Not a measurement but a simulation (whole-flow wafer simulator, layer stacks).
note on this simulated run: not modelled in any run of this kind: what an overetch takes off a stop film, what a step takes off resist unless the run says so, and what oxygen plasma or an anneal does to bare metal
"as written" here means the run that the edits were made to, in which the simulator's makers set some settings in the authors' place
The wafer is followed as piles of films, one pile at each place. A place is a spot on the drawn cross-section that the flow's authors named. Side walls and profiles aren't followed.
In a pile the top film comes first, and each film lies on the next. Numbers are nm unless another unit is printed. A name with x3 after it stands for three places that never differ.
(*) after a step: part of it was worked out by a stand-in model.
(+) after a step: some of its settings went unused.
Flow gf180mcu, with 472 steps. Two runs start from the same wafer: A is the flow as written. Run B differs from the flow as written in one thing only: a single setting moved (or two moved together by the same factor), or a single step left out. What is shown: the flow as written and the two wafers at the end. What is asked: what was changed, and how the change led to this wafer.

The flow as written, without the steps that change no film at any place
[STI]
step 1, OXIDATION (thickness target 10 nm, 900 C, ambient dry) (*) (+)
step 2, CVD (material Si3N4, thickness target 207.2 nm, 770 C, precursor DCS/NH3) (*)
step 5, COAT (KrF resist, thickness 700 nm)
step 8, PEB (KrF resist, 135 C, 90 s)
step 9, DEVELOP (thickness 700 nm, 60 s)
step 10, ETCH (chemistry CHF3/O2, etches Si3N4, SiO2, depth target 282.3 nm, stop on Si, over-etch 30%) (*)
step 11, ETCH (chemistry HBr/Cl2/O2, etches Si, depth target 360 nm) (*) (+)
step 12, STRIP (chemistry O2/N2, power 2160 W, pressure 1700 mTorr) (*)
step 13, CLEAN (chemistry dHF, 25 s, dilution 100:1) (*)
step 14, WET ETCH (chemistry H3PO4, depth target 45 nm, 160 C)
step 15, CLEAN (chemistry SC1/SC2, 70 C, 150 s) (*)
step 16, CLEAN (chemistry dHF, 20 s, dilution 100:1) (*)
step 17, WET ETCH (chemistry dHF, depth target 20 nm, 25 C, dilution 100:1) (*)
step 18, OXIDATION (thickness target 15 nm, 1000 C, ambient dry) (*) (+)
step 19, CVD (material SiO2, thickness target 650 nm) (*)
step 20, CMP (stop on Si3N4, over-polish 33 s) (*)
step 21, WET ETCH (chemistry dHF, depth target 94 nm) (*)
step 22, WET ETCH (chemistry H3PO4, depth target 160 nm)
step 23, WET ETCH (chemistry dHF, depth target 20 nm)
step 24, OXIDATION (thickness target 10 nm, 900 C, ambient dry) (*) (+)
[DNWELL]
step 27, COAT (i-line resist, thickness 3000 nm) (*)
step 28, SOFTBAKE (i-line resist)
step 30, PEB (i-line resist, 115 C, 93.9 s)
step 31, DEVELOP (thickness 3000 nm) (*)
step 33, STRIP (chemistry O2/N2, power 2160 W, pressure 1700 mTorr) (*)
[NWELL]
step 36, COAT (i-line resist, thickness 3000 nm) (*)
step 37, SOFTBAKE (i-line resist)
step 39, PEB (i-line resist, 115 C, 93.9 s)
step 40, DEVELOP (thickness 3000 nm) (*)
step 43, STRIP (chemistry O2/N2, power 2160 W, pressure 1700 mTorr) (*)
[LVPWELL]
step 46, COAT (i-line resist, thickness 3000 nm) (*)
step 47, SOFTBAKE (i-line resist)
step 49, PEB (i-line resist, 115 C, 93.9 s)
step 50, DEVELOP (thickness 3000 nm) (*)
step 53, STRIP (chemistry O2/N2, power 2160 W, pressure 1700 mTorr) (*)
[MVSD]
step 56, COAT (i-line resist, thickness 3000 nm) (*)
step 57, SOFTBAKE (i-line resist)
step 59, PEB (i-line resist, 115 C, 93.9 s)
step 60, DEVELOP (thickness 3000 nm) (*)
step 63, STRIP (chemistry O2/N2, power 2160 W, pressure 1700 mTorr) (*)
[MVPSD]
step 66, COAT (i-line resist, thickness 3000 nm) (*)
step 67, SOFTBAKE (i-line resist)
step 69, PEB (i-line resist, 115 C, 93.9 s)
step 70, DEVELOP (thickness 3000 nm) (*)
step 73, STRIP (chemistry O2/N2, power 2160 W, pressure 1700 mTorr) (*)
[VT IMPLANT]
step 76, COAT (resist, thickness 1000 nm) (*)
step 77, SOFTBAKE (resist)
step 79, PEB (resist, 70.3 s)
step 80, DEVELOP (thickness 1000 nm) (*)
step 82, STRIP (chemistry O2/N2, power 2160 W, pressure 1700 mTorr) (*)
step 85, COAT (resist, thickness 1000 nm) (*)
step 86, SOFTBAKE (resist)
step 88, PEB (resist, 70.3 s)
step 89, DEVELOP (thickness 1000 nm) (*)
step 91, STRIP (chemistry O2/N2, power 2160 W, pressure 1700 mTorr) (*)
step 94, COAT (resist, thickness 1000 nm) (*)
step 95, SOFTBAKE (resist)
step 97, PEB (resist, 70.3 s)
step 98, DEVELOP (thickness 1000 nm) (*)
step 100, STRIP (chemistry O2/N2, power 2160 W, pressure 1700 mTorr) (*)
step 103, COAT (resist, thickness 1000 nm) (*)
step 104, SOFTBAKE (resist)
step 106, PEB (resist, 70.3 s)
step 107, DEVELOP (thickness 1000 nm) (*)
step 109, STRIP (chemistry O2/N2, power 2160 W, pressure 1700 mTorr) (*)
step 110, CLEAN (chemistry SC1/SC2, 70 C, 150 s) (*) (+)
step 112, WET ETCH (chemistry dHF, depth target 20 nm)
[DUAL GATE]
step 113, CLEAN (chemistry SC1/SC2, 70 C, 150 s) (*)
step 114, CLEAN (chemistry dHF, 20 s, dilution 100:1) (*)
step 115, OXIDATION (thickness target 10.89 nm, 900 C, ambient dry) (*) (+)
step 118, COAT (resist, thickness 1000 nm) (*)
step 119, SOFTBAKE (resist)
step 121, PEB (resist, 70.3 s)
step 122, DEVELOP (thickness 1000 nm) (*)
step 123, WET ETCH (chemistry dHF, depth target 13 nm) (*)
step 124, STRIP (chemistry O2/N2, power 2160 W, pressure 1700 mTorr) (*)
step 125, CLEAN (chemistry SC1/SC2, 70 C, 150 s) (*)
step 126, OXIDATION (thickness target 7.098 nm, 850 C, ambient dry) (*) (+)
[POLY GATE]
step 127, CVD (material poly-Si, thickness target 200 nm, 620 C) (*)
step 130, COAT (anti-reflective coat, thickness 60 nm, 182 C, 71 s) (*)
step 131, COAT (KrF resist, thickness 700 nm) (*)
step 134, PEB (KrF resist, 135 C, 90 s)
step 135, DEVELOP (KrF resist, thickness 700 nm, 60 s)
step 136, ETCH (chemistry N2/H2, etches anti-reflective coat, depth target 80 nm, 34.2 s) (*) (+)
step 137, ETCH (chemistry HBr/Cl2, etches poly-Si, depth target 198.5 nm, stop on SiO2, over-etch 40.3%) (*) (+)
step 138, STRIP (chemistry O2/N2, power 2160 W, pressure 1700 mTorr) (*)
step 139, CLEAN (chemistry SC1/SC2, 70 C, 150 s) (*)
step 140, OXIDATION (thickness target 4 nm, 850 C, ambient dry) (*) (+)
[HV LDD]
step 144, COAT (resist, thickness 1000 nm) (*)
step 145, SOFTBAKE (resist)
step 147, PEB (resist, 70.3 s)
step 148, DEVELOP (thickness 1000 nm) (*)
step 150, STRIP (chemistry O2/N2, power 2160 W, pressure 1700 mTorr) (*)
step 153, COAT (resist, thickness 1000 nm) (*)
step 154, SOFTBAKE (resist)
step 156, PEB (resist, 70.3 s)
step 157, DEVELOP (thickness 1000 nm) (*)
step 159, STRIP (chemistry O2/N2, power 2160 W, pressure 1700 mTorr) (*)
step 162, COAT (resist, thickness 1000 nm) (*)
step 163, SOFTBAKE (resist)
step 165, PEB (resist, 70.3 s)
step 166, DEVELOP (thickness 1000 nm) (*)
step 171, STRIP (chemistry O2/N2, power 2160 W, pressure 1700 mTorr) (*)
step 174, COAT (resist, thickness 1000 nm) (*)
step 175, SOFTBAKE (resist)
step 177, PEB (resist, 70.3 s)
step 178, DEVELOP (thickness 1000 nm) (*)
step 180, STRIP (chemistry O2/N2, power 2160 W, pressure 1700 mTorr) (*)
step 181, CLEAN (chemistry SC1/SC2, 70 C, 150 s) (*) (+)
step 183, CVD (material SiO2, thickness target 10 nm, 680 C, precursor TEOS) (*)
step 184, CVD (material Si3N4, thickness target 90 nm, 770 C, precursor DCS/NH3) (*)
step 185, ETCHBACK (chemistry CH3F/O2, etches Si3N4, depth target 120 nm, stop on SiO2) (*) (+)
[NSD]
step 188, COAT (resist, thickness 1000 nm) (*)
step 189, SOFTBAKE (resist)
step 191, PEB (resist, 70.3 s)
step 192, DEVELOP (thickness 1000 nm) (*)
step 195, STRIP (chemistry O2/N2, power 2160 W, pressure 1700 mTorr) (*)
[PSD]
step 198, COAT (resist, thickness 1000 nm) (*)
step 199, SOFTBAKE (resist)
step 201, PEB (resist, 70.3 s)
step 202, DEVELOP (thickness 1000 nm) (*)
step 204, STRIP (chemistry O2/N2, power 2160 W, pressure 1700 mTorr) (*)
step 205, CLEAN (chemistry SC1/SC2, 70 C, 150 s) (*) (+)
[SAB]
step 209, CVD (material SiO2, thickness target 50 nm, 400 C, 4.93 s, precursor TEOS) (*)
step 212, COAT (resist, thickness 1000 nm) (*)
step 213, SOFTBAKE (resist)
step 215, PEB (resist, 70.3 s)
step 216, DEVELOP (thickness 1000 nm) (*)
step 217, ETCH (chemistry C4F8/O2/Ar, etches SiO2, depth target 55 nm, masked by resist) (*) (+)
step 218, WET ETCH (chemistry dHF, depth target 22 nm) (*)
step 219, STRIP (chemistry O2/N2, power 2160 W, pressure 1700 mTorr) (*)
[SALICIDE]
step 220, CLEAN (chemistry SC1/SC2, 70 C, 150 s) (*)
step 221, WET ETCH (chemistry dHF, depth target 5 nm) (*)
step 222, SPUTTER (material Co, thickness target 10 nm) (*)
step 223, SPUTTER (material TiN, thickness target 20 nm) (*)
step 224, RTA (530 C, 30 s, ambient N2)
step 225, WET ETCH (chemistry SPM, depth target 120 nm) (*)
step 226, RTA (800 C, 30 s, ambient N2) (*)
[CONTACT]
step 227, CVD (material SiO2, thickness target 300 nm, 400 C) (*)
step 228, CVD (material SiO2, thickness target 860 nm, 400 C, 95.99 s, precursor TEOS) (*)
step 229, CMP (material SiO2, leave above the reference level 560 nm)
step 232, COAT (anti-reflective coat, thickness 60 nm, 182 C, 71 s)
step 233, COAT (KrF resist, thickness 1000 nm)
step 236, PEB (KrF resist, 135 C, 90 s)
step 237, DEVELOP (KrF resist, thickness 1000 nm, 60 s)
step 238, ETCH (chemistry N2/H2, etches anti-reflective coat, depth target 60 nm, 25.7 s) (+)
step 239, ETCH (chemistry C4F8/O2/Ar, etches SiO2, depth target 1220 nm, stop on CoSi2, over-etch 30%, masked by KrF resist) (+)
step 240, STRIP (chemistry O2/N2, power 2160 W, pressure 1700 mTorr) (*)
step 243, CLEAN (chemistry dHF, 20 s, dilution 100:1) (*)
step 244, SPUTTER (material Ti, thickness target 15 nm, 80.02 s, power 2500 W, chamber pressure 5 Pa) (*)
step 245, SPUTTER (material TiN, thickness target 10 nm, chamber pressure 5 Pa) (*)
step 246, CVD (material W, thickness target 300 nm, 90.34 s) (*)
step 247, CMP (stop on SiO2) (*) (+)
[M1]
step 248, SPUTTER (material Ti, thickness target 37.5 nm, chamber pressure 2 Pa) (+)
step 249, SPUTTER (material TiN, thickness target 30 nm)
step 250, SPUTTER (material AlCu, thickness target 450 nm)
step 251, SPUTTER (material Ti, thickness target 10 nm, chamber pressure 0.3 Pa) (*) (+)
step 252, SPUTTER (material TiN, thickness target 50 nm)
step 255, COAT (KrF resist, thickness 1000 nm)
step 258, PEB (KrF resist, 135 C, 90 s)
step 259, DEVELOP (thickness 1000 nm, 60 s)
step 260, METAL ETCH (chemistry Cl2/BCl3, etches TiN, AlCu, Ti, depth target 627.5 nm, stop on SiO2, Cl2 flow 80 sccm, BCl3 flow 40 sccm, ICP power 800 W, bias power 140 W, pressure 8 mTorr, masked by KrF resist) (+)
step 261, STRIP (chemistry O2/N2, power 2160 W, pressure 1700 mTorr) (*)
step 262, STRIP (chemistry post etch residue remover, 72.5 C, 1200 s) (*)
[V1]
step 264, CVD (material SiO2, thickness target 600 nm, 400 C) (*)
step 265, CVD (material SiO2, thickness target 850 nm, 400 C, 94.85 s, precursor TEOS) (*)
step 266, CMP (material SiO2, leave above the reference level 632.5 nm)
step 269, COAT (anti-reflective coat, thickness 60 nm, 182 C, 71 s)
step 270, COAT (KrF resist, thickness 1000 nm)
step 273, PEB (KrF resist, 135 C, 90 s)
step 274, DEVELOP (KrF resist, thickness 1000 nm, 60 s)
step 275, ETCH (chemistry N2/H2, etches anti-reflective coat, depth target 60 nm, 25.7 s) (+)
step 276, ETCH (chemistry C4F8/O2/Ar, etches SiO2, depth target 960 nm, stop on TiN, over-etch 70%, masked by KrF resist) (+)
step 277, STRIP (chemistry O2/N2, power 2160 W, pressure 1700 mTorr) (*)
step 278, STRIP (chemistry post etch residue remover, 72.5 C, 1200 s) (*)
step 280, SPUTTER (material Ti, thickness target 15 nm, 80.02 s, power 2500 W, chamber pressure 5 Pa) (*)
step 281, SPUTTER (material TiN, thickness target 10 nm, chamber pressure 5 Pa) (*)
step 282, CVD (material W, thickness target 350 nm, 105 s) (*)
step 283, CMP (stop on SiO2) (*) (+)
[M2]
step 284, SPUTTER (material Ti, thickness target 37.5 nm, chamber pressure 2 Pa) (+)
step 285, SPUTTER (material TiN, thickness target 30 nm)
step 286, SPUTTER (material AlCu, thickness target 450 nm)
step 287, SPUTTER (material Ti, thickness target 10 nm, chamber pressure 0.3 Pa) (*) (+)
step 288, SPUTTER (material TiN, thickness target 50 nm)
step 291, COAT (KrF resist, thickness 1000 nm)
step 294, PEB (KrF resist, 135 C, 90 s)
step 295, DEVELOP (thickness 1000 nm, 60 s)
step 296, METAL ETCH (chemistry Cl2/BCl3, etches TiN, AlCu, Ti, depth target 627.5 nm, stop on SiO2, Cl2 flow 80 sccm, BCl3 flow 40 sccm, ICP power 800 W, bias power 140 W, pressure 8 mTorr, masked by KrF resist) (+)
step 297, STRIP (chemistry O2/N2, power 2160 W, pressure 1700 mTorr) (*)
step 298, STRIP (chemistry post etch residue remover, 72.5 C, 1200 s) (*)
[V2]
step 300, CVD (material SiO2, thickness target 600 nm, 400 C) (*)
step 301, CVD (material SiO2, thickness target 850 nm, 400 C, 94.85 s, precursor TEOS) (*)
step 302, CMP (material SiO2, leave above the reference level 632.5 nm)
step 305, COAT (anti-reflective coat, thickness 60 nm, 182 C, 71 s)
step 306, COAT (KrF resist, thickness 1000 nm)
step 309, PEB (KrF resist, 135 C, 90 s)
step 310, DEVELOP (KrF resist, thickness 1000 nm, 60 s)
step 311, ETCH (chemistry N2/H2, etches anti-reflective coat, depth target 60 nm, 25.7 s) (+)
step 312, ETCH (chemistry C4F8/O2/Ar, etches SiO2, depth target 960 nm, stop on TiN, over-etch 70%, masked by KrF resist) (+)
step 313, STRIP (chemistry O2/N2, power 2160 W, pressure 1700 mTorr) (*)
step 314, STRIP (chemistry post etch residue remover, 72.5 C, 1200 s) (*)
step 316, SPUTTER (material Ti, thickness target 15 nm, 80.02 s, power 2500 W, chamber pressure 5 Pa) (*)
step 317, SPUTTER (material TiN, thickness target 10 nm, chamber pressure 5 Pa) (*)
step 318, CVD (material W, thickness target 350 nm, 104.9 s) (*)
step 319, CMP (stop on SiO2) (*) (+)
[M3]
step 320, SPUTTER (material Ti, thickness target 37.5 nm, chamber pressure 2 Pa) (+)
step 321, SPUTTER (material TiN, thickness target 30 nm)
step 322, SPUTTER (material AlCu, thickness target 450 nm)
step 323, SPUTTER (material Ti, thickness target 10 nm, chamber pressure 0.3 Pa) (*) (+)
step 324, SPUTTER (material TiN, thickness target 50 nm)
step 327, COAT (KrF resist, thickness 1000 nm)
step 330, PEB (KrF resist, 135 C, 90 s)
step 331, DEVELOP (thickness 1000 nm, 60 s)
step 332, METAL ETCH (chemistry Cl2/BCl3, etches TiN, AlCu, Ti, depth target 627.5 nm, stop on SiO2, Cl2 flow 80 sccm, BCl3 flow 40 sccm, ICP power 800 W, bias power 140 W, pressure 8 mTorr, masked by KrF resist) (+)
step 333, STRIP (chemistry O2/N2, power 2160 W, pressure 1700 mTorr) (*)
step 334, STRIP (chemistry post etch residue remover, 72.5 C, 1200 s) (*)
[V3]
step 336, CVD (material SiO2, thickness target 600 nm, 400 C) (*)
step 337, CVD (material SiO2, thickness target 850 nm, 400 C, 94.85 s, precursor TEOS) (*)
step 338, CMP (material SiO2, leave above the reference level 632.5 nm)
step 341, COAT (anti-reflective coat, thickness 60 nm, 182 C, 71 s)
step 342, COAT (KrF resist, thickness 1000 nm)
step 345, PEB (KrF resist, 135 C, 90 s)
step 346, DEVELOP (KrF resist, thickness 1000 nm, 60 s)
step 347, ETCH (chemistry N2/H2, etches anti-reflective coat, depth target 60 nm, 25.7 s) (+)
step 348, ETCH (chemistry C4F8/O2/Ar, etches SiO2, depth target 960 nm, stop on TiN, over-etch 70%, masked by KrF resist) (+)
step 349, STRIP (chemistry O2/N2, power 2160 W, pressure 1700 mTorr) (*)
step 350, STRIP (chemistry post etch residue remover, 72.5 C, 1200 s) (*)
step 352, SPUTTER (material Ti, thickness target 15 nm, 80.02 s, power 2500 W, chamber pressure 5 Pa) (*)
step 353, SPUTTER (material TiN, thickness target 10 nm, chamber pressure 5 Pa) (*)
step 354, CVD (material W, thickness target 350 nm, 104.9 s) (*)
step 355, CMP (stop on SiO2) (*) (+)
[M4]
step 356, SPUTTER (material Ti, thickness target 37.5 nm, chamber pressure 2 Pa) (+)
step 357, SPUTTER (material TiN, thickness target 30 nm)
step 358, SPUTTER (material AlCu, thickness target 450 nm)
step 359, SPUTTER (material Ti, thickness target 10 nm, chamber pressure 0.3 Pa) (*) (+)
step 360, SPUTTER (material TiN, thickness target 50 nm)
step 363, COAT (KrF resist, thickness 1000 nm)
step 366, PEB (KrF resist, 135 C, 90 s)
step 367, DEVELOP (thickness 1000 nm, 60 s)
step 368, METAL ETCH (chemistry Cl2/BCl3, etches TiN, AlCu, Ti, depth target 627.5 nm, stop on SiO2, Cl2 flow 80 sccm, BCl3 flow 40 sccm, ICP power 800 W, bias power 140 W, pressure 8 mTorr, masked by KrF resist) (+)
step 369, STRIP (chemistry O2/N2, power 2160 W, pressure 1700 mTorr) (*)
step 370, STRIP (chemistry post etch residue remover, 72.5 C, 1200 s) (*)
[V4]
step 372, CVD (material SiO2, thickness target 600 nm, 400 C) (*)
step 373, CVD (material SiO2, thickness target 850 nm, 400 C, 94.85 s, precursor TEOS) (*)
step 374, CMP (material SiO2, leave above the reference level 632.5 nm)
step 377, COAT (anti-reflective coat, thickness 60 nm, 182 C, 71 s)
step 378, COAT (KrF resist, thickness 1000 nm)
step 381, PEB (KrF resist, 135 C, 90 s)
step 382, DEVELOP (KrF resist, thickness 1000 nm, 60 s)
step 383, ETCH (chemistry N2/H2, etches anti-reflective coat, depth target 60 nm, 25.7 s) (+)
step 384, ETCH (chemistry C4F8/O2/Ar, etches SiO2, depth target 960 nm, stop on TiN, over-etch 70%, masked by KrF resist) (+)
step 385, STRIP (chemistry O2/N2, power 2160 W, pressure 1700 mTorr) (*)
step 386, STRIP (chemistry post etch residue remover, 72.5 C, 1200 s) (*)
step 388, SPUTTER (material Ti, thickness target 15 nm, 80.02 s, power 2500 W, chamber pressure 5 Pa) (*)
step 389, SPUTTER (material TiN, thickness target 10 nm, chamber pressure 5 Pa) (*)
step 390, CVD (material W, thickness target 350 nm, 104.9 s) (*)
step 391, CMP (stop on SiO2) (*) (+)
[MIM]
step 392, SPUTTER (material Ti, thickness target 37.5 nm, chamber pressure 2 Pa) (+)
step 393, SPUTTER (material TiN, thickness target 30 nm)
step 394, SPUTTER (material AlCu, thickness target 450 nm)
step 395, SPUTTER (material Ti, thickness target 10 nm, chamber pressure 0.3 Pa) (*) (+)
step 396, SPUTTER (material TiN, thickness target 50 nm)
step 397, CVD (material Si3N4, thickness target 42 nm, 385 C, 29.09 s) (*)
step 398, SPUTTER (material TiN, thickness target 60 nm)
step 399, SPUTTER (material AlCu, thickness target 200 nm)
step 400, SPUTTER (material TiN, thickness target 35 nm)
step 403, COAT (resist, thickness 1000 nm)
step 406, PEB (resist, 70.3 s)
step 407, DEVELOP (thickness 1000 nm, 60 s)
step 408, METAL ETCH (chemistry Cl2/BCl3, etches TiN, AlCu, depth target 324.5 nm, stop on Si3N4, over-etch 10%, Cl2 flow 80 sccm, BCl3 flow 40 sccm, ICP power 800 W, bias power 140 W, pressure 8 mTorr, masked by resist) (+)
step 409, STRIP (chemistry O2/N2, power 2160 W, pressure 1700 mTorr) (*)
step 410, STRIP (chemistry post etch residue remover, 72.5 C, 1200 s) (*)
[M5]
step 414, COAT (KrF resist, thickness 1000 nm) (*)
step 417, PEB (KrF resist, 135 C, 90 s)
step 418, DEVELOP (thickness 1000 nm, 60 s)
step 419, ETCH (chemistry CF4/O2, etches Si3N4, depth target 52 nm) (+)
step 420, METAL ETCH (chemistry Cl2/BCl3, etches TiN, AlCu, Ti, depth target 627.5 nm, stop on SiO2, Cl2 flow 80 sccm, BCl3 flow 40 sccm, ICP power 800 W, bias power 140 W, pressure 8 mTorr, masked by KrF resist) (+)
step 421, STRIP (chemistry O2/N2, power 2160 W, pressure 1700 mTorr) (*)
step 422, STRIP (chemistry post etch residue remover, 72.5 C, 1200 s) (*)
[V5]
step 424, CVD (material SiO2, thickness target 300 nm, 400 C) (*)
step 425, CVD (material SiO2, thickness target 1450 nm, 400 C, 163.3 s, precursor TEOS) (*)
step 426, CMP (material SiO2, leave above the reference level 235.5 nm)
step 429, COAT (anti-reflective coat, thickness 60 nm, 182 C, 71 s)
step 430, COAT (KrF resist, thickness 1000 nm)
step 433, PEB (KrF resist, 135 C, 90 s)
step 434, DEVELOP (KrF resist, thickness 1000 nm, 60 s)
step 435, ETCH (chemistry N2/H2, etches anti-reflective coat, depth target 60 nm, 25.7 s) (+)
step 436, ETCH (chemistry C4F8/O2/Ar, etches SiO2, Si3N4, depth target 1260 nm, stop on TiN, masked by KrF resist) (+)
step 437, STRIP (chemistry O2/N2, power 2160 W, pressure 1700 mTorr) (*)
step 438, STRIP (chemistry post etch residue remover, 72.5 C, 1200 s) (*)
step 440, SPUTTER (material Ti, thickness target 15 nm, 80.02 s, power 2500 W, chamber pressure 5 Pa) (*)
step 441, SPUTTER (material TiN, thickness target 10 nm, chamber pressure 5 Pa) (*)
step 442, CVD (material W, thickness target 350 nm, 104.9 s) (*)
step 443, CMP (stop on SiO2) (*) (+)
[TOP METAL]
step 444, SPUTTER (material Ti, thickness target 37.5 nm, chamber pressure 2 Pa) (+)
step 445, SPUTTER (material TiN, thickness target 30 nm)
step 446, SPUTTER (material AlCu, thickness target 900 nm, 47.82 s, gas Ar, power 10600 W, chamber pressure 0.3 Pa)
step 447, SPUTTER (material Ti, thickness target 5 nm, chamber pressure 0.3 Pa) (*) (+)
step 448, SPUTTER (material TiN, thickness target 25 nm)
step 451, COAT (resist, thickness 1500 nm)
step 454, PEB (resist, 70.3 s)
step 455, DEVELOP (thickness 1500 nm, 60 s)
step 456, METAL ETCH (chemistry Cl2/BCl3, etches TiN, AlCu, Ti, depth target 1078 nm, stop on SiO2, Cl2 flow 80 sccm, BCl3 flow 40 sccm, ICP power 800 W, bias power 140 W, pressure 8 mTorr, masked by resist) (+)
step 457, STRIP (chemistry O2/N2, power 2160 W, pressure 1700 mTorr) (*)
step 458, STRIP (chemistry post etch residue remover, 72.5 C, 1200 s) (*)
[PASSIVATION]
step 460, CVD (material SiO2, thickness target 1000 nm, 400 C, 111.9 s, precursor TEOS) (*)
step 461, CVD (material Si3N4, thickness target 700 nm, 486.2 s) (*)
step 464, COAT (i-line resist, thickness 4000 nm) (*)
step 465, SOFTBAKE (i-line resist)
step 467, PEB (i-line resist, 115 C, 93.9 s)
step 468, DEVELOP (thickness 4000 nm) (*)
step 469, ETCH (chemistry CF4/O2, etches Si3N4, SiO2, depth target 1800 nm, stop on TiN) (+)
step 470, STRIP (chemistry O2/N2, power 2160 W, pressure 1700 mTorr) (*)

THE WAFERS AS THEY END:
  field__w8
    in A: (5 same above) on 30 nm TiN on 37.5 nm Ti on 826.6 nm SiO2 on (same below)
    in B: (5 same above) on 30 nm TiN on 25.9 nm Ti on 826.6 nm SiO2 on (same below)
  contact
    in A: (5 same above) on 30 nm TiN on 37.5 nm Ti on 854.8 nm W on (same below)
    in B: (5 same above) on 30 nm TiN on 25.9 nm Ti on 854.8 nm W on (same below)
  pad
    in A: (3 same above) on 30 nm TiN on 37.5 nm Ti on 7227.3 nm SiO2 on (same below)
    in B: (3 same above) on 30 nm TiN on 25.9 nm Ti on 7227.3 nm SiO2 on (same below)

Cause: step 444, SPUTTER: thickness target 25.9 nm was run, while the flow as written has thickness target 37.5 nm.
The wafer itself shows it: field__w8 has Ti 25.9, and step 444 as written asks for 37.5 nm.

How this came from the change, step by step:
  step 444, SPUTTER (material Ti, thickness target 37.5 nm, chamber pressure 2 Pa) (+)
      field, field__w1, field__w2 and 109 more: A Ti gains 37.5 (new film) | B Ti gains 25.9 (new film)
  step 456, METAL ETCH (chemistry Cl2/BCl3, etches TiN, AlCu, Ti, depth target 1078 nm, stop on SiO2, Cl2 flow 80 sccm, BCl3 flow 40 sccm, ICP power 800 W, bias power 140 W, pressure 8 mTorr, masked by resist) (+)
      field, field__w1, field__w2 and 103 more: A TiN loses 25 (all of it), Ti loses 5 (all of it), AlCu loses 900 (all of it), TiN loses 30 (all of it), Ti loses 37.5 (all of it) | B TiN loses 25 (all of it), Ti loses 5 (all of it), AlCu loses 900 (all of it), TiN loses 30 (all of it), Ti loses 25.9 (all of it)
